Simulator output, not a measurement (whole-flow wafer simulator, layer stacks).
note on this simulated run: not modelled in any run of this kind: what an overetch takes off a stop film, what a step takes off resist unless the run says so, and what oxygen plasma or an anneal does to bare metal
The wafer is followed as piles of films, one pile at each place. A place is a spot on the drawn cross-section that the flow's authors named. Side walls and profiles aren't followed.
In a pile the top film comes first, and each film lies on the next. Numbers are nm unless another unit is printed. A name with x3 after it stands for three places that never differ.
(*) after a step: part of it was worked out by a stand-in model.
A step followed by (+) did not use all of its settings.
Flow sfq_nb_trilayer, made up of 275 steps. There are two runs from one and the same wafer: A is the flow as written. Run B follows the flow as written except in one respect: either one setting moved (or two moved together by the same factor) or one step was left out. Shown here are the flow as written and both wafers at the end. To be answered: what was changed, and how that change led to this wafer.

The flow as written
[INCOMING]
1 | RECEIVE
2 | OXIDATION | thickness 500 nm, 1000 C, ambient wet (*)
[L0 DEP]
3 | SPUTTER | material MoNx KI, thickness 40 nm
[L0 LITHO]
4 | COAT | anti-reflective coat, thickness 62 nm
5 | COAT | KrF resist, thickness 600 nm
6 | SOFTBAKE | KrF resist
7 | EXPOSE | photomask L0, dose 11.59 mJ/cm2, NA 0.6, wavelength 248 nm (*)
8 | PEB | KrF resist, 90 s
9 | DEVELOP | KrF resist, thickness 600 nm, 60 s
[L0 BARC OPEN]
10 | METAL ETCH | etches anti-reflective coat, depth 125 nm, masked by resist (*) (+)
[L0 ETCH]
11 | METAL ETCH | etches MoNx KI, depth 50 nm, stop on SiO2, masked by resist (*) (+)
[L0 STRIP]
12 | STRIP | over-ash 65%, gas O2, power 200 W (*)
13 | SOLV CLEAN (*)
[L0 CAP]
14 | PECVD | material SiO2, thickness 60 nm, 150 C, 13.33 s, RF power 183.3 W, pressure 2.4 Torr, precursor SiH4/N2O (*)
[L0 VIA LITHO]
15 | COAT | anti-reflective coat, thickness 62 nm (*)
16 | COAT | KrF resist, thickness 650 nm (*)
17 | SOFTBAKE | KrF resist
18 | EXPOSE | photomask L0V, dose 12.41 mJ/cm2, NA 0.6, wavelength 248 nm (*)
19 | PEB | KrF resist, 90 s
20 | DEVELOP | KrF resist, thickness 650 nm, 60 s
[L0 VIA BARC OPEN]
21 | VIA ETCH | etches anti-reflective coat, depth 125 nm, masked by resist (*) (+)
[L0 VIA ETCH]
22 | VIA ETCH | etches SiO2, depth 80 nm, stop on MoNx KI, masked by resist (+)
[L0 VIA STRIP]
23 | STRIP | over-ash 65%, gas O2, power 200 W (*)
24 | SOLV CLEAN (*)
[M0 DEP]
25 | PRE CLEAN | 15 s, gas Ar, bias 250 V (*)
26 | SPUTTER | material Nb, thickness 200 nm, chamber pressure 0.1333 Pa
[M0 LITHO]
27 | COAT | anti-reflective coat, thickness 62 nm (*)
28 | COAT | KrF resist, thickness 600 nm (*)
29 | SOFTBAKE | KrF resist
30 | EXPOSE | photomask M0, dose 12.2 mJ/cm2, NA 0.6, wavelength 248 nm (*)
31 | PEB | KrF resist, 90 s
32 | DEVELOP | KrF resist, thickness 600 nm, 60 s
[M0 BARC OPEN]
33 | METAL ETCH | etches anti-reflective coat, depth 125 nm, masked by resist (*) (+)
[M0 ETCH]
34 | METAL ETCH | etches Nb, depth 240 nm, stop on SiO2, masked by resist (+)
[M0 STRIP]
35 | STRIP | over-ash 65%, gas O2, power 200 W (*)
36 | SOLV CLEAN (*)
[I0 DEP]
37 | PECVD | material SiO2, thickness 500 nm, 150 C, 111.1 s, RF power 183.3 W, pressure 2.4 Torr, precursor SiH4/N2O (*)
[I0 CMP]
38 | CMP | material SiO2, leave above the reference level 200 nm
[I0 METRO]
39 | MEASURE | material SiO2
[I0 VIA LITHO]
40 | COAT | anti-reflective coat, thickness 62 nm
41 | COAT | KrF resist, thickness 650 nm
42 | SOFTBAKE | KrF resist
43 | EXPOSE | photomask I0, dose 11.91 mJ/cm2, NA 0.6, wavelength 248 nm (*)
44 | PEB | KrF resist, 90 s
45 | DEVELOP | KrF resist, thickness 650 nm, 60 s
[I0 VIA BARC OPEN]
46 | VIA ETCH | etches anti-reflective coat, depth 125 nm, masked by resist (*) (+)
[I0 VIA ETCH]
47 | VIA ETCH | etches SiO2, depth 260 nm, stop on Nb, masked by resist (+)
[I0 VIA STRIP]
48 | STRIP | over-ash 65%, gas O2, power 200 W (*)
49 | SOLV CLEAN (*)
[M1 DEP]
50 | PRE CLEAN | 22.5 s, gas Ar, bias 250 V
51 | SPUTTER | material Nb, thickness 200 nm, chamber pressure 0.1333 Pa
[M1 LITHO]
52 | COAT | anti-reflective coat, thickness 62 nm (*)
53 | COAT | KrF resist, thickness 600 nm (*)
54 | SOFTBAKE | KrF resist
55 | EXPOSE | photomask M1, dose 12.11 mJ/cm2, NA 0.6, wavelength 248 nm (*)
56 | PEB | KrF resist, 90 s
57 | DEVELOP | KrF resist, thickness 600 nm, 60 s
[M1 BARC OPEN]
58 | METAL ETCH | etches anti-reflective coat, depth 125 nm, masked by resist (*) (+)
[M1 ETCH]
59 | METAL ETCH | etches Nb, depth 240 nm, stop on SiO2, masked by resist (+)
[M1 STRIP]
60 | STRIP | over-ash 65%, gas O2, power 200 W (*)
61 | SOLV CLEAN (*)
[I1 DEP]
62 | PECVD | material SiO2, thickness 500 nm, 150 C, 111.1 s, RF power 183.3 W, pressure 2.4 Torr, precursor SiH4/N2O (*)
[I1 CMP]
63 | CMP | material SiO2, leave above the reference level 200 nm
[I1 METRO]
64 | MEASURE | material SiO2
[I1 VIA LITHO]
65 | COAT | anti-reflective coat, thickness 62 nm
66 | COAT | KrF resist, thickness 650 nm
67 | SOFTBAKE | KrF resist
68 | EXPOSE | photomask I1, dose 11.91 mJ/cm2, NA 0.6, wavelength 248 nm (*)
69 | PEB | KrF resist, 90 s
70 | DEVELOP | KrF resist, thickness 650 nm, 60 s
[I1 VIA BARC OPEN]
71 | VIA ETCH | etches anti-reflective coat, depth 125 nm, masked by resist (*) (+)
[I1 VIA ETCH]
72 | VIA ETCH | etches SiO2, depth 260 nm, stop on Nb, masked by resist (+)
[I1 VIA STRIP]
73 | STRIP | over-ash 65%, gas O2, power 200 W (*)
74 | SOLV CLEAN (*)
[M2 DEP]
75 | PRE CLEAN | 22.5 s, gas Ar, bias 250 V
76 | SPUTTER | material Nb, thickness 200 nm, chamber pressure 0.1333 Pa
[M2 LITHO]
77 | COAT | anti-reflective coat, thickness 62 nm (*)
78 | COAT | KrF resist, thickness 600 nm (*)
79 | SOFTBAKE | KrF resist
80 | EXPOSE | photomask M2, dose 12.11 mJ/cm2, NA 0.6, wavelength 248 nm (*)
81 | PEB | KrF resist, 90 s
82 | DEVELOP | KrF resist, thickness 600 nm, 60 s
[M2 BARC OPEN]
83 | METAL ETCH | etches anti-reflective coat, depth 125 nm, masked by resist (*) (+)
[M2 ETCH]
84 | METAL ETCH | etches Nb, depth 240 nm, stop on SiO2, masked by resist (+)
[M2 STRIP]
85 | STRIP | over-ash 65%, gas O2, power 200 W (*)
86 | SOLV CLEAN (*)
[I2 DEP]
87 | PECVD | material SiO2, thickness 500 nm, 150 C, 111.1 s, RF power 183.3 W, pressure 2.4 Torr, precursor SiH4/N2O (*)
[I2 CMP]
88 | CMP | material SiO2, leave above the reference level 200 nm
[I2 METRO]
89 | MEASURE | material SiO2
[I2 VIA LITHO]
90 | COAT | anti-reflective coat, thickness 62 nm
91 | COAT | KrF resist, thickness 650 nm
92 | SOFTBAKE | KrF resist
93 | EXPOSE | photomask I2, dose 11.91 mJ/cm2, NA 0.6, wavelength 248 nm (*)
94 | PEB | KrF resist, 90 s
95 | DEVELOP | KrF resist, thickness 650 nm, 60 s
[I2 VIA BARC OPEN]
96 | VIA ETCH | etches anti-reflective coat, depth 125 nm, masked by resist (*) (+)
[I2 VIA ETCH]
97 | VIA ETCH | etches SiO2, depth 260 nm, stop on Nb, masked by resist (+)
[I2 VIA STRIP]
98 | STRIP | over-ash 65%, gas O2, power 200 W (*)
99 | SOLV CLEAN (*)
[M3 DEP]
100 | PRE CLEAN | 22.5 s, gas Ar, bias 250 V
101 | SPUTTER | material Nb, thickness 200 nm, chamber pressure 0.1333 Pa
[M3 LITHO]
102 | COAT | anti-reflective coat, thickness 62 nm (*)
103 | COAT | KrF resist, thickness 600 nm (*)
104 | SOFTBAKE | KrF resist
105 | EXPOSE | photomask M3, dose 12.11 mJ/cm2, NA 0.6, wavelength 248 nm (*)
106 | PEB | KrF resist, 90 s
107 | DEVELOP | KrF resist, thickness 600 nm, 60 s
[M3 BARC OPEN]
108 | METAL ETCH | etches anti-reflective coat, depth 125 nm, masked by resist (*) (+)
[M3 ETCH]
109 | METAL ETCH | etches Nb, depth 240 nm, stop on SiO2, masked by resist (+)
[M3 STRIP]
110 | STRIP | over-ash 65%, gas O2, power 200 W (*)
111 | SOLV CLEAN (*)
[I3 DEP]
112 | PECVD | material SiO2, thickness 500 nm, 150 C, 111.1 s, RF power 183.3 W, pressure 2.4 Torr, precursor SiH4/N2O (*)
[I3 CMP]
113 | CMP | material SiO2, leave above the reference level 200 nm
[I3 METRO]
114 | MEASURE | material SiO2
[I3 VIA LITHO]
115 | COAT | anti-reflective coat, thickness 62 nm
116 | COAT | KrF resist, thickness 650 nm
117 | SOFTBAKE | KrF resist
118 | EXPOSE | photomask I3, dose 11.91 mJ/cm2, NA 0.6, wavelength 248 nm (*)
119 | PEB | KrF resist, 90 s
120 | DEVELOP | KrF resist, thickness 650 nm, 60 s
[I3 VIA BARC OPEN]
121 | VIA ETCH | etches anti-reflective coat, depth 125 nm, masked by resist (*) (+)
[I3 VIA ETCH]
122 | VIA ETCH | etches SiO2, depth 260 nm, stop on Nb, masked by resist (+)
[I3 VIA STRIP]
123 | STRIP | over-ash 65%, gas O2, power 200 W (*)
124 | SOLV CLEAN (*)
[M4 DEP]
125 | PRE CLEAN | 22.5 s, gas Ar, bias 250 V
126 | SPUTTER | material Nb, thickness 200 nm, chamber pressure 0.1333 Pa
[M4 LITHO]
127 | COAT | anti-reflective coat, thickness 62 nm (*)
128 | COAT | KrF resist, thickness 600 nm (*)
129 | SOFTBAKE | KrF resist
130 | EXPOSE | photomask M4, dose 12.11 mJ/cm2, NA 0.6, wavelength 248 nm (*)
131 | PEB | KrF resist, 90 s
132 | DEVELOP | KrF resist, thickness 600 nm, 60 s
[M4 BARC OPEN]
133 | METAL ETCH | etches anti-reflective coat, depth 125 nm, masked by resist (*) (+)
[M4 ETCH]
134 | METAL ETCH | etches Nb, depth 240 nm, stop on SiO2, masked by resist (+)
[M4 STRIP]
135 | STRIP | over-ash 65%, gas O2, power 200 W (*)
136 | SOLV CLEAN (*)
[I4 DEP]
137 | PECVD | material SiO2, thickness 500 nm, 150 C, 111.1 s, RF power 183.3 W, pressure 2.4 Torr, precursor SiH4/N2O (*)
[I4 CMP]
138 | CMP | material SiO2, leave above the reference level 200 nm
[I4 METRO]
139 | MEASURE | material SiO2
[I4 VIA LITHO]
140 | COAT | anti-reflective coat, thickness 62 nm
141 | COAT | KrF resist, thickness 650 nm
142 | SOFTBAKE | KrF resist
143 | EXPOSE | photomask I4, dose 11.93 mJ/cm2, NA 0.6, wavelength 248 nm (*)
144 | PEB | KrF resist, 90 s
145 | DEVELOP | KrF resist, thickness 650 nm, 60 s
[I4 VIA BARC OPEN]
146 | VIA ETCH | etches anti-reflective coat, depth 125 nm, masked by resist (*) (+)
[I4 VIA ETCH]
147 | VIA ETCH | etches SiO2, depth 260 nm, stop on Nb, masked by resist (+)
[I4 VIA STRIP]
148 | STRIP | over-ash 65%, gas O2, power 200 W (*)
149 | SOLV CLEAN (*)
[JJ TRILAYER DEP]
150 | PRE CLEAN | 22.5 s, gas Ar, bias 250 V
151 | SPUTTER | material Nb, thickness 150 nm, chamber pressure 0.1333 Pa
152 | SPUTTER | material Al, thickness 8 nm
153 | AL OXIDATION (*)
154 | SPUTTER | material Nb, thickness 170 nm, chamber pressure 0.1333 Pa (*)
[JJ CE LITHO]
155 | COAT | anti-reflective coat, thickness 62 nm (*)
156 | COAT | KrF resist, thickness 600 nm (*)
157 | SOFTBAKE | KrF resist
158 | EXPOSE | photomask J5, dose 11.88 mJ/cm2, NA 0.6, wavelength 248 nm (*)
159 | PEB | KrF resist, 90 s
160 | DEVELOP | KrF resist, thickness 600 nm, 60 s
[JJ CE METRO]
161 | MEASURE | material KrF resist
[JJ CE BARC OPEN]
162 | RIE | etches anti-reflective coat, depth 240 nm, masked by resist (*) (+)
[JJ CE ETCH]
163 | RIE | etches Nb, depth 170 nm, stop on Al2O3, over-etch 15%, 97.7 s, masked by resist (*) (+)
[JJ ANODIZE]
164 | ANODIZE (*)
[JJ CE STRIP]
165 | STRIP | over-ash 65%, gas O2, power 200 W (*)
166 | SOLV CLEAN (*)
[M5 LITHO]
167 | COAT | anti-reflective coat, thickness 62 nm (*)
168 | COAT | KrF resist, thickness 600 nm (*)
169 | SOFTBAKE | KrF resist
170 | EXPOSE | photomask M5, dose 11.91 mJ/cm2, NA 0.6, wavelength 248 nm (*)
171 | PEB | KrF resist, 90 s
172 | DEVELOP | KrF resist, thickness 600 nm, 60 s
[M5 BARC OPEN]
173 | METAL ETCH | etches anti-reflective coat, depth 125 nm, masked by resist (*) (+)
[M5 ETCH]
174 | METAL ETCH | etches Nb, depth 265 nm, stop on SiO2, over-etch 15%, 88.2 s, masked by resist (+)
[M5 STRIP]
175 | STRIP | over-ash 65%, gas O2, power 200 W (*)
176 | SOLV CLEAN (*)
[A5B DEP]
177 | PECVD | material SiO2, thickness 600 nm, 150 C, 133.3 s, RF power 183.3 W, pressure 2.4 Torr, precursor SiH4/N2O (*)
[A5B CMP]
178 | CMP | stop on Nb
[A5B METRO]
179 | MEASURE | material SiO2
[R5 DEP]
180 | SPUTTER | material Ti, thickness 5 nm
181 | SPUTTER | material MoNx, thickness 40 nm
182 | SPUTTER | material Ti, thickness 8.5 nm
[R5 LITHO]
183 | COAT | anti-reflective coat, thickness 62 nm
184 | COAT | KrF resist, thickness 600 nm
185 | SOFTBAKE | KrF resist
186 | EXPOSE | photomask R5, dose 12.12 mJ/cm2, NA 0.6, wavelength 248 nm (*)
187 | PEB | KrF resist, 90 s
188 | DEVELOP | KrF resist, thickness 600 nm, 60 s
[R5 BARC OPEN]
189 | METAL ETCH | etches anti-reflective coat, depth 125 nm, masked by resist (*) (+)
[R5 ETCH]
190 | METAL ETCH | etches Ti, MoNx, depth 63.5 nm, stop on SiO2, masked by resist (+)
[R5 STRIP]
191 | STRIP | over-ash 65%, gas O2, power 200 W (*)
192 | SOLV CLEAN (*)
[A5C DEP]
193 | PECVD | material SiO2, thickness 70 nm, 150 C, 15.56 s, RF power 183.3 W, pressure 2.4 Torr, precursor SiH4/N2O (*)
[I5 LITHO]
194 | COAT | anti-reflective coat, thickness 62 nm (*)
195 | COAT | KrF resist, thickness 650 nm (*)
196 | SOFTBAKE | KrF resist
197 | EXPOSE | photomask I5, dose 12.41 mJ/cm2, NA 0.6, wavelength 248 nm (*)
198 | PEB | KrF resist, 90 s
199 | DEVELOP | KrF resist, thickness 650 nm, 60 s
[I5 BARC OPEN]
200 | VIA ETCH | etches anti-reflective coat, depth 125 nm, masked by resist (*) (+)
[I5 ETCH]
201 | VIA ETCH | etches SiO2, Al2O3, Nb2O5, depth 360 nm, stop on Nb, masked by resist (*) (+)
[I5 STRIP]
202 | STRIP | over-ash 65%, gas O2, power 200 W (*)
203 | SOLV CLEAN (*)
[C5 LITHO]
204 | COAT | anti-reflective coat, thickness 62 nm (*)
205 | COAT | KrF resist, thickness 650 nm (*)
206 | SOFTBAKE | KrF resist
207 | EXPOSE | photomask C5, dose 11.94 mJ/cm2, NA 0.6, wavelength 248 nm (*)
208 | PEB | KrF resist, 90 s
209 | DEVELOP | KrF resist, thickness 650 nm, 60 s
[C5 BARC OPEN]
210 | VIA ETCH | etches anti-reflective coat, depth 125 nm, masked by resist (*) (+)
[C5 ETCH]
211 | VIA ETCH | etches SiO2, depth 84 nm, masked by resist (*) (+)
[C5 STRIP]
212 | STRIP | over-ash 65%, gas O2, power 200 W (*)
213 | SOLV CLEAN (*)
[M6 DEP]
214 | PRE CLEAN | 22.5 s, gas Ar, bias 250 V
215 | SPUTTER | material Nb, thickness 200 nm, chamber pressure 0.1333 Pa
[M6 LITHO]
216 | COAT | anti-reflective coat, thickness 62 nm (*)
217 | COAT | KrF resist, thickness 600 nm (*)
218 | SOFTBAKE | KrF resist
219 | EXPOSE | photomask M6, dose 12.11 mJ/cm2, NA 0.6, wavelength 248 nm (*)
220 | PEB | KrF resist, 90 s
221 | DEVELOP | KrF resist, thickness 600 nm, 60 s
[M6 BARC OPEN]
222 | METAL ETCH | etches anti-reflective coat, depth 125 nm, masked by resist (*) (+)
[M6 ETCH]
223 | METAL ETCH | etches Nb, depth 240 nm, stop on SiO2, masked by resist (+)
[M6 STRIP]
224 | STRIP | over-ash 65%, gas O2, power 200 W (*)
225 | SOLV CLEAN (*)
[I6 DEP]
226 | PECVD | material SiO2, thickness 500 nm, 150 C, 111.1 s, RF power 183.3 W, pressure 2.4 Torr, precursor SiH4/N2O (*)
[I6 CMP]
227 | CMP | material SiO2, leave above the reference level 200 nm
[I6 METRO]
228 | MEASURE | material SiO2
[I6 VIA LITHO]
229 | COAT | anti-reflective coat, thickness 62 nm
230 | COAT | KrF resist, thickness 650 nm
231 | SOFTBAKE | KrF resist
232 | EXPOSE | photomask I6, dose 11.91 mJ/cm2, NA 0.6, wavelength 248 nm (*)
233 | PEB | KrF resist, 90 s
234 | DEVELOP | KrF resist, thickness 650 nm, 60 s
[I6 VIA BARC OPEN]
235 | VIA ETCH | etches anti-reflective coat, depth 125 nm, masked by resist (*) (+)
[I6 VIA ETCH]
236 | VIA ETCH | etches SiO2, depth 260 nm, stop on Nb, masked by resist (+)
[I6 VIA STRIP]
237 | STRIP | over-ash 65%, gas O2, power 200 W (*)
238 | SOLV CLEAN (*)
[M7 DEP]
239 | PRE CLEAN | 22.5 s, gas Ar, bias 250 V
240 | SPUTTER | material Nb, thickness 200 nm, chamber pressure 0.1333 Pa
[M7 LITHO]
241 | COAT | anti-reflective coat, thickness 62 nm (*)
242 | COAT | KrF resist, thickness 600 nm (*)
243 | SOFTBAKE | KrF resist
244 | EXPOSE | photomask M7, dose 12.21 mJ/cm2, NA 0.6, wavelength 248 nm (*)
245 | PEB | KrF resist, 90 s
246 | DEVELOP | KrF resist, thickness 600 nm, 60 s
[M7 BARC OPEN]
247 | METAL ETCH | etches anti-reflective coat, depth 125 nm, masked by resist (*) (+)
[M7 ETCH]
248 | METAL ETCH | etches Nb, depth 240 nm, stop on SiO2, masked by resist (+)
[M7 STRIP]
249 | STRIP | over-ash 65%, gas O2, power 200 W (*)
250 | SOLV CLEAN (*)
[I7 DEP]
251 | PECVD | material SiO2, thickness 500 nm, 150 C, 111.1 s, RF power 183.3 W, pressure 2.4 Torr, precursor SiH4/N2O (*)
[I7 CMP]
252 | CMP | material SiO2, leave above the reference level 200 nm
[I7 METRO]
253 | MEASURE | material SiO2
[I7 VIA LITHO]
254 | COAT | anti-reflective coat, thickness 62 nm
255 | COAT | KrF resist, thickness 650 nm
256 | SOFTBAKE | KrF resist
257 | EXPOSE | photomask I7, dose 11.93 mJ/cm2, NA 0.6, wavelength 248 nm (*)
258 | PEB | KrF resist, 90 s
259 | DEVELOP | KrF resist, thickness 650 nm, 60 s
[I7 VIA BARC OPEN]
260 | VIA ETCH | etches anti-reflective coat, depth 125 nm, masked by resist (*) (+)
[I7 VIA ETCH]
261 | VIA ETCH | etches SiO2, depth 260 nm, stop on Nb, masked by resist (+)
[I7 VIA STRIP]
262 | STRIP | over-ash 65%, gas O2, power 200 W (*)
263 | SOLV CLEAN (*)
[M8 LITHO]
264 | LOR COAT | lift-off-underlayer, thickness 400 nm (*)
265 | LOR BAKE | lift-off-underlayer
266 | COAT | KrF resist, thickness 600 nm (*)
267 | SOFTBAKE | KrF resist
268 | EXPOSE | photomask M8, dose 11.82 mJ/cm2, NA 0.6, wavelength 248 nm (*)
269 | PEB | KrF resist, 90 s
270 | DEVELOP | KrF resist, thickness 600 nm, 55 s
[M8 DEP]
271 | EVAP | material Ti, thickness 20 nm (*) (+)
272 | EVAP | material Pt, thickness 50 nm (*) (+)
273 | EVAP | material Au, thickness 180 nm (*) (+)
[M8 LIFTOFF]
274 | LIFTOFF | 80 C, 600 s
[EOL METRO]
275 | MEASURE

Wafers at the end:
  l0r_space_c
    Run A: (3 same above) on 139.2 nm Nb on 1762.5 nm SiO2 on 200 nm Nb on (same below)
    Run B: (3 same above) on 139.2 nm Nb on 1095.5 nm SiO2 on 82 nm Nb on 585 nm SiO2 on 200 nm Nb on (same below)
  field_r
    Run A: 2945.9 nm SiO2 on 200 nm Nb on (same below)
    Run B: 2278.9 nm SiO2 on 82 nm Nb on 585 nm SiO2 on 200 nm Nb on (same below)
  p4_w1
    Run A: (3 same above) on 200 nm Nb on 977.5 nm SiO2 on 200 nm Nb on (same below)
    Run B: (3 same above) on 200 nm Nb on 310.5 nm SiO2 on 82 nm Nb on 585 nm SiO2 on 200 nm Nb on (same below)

The reason: step 84, METAL ETCH: depth 118 nm was run, whereas the flow has depth 240 nm.

The path from the change to this, step by step:
  84 | METAL ETCH | etches Nb, depth 240 nm, stop on SiO2, masked by resist (+)
      field_l, be, be_sur and 81 more: A Nb loses 200 (all of it) | B Nb loses 118
      v_sur, via_wl, via_w and 19 more: A KrF resist loses 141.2 | B KrF resist loses 69.4
  85 | STRIP | over-ash 65%, gas O2, power 200 W (*)
      wl_j_sl, wl_jj, wl_j_sr and 12 more: A KrF resist loses 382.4 (all of it), anti-reflective coat loses 62 (all of it) | B KrF resist loses 454.1 (all of it), anti-reflective coat loses 62 (all of it)
      v_sur: A KrF resist loses 380 (all of it), anti-reflective coat loses 61.4 (all of it) | B KrF resist loses 451.8 (all of it), anti-reflective coat loses 61.4 (all of it)
      (as well as at 6 more places)
  87 | PECVD | material SiO2, thickness 500 nm, 150 C, 111.1 s, RF power 183.3 W, pressure 2.4 Torr, precursor SiH4/N2O (*)
      field_l, be, be_sur and 81 more: A SiO2 gains 500 | B SiO2 gains 500 (new film)
  88 | CMP | material SiO2, leave above the reference level 200 nm
      field_l, be, be_sur and 81 more: A SiO2 loses 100 | B SiO2 loses 182
Taking metal films that touch as one body, l0r_space_c has 3 bodies (between them, from the top down: SiO2 1095.5; SiO2 585); the flow as written gives 2 bodies (between them, from the top down: SiO2 1762.5).
Taking metal films that touch as one body, field_r has 2 bodies (between them, from the top down: SiO2 585); the flow as written gives 1 body.
Taking metal films that touch as one body, p4_w1 has 4 bodies (between them, from the top down: SiO2 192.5; SiO2 310.5; SiO2 585); the flow as written gives 3 bodies (between them, from the top down: SiO2 192.5; SiO2 977.5).
